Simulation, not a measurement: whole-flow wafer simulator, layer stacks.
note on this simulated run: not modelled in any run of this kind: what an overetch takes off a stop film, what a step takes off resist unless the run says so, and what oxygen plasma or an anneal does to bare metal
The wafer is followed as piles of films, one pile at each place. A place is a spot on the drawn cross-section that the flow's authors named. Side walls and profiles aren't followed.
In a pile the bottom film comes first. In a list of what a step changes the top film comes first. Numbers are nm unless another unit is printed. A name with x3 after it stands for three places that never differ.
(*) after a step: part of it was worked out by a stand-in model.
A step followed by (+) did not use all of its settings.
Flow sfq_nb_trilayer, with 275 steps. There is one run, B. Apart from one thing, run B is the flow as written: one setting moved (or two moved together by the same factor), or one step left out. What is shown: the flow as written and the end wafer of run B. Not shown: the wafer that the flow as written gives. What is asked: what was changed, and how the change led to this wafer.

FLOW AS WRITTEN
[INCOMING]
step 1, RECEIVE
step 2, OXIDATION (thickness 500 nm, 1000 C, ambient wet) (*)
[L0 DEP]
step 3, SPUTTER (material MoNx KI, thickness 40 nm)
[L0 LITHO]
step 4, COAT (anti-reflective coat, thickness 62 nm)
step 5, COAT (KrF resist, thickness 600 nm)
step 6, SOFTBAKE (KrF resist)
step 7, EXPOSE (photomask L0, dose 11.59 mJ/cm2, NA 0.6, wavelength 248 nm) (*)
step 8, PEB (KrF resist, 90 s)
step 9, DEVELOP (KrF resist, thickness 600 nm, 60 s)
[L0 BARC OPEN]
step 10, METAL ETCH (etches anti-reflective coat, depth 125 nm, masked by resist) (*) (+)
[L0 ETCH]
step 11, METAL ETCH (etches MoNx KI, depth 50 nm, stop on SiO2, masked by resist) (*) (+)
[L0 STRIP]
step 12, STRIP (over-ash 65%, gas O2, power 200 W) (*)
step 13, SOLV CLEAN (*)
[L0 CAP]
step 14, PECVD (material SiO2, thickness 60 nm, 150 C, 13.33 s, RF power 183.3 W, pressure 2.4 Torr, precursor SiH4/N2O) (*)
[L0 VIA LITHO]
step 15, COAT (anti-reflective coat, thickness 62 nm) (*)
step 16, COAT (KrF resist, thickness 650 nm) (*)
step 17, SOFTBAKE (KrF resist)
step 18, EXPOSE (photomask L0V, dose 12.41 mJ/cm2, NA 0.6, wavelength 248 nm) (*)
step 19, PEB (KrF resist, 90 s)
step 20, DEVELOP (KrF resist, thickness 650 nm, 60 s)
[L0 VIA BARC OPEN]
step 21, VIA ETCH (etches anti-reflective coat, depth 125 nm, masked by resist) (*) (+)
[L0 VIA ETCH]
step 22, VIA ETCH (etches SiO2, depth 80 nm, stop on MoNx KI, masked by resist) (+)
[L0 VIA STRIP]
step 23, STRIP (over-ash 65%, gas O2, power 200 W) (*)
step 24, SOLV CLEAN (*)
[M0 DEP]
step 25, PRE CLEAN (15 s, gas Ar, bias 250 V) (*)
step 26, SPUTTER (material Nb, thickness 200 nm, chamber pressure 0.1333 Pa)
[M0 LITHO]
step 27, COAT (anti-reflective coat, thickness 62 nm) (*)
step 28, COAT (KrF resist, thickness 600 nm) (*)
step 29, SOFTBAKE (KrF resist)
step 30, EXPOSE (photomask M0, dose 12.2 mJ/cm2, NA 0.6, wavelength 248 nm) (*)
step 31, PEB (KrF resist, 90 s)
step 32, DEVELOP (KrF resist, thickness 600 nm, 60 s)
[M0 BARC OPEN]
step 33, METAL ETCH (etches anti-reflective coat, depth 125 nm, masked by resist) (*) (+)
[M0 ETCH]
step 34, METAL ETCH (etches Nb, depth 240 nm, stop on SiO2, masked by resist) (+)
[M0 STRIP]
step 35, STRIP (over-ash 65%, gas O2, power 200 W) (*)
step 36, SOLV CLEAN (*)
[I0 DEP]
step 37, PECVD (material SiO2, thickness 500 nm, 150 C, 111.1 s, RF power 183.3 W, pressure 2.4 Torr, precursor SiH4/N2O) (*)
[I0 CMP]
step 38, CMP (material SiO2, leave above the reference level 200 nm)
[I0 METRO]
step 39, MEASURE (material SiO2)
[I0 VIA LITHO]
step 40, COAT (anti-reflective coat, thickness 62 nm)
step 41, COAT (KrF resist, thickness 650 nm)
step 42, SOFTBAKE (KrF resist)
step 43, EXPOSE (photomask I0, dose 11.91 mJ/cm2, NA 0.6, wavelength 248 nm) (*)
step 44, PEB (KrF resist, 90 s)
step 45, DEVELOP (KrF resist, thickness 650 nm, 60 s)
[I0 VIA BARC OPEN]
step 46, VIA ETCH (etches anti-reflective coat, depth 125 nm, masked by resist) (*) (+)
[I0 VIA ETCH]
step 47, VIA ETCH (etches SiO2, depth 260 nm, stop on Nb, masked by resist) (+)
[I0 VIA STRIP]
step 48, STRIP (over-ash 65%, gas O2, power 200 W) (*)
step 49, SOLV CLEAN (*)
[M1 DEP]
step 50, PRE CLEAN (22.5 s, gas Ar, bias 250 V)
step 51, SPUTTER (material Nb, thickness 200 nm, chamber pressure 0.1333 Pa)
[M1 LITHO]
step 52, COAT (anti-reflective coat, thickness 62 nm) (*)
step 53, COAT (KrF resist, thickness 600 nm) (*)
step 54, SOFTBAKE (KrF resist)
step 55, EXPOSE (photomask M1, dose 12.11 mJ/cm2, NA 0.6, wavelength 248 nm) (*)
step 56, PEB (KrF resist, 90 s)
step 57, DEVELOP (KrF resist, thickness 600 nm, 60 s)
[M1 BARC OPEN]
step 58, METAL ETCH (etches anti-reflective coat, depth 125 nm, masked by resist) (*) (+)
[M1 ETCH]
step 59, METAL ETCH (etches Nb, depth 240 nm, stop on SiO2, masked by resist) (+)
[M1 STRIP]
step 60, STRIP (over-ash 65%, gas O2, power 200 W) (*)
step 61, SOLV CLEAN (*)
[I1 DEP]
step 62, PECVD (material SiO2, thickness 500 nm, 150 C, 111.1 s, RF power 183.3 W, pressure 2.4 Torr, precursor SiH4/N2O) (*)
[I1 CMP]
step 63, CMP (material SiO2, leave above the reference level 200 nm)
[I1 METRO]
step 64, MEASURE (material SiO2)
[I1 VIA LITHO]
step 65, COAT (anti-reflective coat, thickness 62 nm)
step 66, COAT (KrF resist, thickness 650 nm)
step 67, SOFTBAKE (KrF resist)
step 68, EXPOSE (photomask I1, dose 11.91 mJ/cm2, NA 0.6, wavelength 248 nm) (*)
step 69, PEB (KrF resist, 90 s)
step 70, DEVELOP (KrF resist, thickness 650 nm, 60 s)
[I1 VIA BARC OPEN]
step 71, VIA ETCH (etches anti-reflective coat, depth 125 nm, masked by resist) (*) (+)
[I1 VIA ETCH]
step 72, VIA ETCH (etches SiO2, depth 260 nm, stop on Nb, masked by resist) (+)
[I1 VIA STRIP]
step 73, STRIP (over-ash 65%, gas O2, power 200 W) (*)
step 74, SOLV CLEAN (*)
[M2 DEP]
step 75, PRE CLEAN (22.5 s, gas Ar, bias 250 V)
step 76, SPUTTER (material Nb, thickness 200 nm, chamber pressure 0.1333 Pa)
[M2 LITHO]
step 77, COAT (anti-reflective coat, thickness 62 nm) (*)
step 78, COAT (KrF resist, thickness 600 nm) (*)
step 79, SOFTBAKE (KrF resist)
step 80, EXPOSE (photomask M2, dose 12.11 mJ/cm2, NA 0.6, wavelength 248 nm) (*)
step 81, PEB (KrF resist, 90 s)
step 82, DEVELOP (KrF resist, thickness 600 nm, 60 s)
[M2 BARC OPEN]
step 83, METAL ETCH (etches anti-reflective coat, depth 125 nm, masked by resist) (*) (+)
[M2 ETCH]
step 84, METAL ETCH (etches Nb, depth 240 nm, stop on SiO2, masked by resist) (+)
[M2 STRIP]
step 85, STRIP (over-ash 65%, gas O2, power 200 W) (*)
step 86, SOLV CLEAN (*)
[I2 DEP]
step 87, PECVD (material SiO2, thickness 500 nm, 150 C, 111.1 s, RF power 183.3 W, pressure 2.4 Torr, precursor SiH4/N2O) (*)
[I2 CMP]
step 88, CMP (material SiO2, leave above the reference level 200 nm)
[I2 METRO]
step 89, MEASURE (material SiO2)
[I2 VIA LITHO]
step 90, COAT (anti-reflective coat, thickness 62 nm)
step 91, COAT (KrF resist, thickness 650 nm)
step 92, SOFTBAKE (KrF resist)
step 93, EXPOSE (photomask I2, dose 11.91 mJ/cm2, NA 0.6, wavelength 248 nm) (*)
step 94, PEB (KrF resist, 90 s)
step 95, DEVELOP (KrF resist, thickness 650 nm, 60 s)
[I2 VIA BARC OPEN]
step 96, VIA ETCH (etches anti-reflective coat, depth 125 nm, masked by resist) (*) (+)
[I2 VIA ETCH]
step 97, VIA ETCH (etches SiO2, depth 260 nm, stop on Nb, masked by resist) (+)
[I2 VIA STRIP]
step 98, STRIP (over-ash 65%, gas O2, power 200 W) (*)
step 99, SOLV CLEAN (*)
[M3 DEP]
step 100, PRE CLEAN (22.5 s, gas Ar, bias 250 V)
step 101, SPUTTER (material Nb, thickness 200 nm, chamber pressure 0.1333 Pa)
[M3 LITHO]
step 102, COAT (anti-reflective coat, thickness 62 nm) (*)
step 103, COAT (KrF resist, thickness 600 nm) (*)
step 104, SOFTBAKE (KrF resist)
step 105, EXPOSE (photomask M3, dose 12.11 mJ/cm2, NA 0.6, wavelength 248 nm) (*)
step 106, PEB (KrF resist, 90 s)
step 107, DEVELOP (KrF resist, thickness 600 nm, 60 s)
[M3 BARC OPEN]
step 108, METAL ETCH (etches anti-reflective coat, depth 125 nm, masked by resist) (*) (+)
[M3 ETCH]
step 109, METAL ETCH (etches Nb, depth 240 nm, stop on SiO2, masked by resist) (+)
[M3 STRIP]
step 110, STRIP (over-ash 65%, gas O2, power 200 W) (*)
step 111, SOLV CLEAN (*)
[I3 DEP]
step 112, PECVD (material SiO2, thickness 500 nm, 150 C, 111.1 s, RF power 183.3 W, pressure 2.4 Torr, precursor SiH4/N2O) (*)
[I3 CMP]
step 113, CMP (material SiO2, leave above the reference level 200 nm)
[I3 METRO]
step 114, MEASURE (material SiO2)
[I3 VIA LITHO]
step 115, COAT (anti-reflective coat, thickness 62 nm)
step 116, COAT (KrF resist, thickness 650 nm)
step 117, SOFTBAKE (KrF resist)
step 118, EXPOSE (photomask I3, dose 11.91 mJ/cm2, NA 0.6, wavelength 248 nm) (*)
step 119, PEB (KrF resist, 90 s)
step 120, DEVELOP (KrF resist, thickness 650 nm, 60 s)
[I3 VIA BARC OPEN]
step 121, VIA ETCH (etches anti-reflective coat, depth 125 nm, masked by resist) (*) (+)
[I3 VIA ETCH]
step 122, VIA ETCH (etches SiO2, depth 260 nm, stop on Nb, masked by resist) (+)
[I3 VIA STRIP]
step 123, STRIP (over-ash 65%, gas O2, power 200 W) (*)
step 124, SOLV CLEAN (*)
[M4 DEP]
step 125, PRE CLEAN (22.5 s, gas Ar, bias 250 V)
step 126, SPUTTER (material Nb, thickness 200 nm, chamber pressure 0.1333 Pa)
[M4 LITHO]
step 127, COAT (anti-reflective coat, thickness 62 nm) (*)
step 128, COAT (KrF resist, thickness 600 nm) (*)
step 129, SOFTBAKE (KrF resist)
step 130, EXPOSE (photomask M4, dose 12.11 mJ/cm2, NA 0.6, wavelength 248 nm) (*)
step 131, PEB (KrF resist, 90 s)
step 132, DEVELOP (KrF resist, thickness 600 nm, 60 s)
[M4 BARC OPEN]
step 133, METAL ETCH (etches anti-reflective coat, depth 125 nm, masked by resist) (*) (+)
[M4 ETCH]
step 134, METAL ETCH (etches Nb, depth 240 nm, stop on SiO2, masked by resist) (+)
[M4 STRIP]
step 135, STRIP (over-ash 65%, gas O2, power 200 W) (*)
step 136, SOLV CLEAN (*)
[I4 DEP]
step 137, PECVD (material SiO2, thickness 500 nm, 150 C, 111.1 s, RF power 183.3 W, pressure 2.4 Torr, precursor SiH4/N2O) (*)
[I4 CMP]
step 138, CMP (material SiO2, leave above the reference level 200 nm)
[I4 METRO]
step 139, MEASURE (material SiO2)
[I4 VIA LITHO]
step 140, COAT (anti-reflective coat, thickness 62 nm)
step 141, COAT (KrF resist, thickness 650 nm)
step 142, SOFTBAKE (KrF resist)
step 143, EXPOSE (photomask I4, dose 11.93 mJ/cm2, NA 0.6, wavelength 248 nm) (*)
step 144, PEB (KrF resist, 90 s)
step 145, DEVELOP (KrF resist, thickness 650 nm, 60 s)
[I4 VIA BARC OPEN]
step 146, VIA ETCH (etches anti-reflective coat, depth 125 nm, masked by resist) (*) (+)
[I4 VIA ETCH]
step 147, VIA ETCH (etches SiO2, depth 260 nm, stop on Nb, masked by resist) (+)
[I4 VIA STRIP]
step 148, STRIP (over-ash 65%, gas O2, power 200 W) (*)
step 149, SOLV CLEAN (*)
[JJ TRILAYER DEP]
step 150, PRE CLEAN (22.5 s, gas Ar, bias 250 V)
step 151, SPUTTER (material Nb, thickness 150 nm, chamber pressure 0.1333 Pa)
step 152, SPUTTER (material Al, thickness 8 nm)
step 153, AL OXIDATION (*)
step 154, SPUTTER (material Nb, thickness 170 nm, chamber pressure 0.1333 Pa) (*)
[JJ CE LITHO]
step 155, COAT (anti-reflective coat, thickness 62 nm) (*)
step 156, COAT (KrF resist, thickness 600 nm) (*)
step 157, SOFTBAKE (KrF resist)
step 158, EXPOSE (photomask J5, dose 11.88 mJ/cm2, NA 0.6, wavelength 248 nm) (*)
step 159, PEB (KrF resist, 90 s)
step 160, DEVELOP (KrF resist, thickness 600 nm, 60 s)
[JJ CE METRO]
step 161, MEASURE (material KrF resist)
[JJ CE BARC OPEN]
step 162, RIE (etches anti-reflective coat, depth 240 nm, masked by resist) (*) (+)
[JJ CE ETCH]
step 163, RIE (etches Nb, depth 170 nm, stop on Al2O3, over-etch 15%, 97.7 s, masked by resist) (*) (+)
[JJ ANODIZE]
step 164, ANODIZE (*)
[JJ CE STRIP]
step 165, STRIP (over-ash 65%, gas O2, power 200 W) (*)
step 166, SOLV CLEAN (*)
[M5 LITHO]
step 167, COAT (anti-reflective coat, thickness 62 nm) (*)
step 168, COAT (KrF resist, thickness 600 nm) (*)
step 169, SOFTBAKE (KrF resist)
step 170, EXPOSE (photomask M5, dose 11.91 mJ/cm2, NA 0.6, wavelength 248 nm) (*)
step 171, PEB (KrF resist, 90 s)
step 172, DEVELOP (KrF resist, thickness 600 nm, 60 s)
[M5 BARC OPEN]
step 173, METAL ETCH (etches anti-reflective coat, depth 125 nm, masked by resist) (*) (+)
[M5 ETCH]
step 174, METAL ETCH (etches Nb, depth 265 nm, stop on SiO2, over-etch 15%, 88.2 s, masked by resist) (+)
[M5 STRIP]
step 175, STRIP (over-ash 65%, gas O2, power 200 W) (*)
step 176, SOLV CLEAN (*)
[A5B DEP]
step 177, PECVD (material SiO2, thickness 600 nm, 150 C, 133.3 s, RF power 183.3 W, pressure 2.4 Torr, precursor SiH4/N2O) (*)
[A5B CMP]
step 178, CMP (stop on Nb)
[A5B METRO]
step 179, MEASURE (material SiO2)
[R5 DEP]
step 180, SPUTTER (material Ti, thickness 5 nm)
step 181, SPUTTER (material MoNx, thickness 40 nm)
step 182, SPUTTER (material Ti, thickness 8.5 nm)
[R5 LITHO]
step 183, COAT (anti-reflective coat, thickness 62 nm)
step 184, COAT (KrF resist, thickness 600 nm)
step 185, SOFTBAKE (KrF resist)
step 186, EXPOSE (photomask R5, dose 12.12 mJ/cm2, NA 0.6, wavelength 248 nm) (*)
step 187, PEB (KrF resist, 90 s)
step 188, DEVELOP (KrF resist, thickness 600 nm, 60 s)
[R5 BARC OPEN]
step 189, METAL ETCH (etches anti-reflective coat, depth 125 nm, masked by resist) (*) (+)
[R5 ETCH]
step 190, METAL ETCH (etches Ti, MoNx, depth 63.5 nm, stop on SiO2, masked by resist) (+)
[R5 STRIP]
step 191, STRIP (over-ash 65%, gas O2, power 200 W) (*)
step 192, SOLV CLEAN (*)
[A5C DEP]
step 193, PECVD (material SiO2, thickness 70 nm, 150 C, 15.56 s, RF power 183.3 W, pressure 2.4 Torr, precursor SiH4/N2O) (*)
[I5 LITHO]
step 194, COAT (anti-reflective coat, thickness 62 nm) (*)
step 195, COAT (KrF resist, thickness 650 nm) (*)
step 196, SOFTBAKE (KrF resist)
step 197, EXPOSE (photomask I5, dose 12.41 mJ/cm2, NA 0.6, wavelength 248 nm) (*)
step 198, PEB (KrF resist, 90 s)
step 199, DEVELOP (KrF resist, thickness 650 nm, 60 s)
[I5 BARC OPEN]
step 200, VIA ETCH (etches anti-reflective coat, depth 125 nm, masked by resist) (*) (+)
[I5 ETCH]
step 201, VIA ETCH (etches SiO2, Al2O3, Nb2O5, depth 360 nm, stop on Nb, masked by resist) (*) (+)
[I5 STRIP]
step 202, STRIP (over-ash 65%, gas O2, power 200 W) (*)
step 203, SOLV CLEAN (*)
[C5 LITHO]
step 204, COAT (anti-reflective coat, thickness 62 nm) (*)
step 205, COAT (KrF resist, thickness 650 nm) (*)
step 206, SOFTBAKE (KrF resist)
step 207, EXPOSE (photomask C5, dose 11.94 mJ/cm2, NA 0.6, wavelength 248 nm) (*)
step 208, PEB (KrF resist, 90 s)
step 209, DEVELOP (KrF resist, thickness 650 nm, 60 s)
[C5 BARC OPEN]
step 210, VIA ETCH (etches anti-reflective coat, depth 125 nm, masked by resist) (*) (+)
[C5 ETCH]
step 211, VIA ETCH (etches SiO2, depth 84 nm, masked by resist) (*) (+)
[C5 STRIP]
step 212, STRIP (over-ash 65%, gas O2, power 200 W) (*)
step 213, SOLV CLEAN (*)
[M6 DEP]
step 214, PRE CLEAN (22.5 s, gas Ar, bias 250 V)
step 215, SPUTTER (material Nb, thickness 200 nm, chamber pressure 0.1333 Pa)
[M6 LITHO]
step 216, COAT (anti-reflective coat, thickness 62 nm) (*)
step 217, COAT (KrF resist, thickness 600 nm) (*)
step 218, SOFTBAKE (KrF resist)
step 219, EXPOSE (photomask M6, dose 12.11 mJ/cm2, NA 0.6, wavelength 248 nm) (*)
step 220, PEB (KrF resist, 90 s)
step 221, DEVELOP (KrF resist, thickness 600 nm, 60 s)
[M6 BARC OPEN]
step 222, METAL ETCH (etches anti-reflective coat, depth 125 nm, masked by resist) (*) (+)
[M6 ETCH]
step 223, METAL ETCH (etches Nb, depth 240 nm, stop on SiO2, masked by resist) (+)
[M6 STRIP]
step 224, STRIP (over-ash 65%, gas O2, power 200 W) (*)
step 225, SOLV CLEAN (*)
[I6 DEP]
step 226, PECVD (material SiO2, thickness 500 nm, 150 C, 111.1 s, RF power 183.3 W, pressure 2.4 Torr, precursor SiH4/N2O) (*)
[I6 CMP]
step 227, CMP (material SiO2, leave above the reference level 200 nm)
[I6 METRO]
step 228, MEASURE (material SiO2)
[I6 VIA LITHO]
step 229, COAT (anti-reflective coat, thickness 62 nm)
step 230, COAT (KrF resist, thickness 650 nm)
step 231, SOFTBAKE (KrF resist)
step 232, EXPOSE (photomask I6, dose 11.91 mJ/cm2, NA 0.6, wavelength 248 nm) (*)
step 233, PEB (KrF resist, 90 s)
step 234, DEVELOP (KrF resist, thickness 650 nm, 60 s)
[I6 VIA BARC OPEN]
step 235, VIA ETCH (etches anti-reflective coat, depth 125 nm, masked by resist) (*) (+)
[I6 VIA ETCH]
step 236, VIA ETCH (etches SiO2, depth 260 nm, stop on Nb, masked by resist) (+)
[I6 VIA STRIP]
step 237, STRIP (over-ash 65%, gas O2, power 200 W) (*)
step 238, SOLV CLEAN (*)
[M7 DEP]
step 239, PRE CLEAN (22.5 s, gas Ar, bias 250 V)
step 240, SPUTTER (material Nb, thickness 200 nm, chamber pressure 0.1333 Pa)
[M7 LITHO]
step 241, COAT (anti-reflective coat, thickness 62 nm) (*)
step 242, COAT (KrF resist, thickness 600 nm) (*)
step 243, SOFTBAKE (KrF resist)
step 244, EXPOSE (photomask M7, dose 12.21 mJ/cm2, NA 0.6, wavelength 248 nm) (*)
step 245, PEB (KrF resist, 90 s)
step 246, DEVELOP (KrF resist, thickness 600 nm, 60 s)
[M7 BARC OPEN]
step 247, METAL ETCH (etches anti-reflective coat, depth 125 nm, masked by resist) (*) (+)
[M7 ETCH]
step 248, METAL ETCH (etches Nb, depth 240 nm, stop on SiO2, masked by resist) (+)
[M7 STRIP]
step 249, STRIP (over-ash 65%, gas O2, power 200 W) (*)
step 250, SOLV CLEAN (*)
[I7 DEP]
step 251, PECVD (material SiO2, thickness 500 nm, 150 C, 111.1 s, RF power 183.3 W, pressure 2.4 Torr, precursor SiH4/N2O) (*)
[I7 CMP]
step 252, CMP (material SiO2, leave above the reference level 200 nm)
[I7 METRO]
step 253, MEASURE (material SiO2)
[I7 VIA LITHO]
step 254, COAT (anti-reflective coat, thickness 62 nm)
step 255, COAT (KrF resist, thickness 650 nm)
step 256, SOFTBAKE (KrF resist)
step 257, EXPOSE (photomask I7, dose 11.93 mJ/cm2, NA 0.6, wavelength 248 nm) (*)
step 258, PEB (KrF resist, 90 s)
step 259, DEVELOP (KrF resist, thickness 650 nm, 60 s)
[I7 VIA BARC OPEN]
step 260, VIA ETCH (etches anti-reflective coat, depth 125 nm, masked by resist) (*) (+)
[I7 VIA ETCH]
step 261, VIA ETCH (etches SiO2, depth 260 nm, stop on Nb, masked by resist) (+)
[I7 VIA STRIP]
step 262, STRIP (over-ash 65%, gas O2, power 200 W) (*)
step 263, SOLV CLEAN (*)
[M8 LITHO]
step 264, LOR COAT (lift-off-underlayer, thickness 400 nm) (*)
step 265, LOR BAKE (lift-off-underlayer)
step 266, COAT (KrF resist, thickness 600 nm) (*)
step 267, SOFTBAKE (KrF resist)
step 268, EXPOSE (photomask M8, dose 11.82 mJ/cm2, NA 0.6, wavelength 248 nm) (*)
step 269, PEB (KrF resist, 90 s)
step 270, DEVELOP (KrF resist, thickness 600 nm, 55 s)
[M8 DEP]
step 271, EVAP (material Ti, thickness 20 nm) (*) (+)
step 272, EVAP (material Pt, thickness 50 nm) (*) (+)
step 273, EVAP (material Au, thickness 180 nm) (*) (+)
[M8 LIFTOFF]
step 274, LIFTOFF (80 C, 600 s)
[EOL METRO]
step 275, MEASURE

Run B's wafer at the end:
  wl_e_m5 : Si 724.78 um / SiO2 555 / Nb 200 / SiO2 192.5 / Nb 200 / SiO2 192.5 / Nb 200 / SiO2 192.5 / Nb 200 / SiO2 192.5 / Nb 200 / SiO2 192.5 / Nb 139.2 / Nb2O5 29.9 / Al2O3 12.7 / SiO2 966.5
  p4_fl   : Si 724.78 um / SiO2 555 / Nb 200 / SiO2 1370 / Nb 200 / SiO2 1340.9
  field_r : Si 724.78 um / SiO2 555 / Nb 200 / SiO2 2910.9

Cause: step 240, SPUTTER: thickness 165 nm was run, whereas the flow has thickness 200 nm.

The path from the change to this, step by step:
  step 240, SPUTTER (material Nb, thickness 200 nm, chamber pressure 0.1333 Pa)
      field_l, v_sur, via_wl and 102 more: +165 Nb (new film) (in the flow as written it would be: +200 Nb (new film))
      via_v: +132.8 Nb (in the flow as written it would be: +161.1 Nb)
  step 248, METAL ETCH (etches Nb, depth 240 nm, stop on SiO2, masked by resist) (+)
      field_l, field_r, lsp_l and 62 more: -165 Nb (all of it) (in the flow as written it would be: -200 Nb (all of it))
  step 251, PECVD (material SiO2, thickness 500 nm, 150 C, 111.1 s, RF power 183.3 W, pressure 2.4 Torr, precursor SiH4/N2O) (*)
      m7r_space_l x2: +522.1 SiO2 (in the flow as written it would be: +557.1 SiO2)
  step 252, CMP (material SiO2, leave above the reference level 200 nm)
      field_l, p4_fl, p4_fm and 56 more: -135 SiO2 (in the flow as written it would be: -100 SiO2)
      field_r, lsp_l: -116.6 SiO2 (in the flow as written it would be: -77.7 SiO2)
      (and at 2 other places as well)
